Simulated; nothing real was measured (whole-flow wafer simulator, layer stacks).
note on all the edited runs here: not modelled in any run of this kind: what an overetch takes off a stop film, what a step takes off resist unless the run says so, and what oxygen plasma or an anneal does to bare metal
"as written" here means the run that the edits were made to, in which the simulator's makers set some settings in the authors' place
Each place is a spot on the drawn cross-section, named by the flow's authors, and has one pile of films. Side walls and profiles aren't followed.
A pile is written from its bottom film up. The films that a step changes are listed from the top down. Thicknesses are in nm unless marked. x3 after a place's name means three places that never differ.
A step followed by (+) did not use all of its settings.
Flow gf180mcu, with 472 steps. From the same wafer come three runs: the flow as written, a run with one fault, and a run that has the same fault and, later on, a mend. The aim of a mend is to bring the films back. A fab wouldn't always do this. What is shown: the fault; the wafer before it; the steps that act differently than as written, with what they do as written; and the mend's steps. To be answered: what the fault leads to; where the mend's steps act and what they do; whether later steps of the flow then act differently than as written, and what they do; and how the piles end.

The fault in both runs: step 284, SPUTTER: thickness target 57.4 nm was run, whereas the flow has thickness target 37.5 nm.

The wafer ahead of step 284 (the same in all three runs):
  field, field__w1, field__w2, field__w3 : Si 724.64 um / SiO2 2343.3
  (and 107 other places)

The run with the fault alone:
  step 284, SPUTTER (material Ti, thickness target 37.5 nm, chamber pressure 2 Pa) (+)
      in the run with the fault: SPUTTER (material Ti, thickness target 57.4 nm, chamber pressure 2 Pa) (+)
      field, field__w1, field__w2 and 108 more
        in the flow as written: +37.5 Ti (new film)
        in the run with the fault: +57.4 Ti (new film)
  Steps further on in the flow that do not act as written:
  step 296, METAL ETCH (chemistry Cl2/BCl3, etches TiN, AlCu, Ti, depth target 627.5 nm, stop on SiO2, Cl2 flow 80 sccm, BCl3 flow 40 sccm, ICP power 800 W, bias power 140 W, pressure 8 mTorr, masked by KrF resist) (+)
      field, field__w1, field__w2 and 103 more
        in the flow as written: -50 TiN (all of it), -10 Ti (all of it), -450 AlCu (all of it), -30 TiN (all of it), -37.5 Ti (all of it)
        in the run with the fault: -50 TiN (all of it), -10 Ti (all of it), -450 AlCu (all of it), -30 TiN (all of it), -57.4 Ti (all of it)
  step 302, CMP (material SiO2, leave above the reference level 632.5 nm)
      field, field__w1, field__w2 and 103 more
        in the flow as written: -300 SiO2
        in the run with the fault: -280.1 SiO2
  At field__w8, contact, m1, m1__w1, m1_nw, the piles at the end differ from the flow's by more than 2% or 0.5 nm, whichever is larger.
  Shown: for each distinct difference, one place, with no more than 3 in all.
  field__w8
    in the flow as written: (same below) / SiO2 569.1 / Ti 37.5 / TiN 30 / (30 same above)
    in the run with the fault: (same below) / SiO2 569.1 / Ti 57.4 / TiN 30 / (30 same above)
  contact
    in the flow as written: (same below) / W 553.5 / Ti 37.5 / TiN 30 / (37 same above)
    in the run with the fault: (same below) / W 553.5 / Ti 57.4 / TiN 30 / (37 same above)

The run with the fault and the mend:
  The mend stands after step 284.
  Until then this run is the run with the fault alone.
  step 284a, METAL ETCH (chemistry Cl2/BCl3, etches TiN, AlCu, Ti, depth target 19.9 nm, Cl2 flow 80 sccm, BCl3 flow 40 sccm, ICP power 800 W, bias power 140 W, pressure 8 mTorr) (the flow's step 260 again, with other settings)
      field, field__w1, field__w2 and 108 more
        -19.9 Ti
  Later steps of the flow that are run all act as written at every place that is followed.
  At every place that both follow, the piles at the end match the flow's.
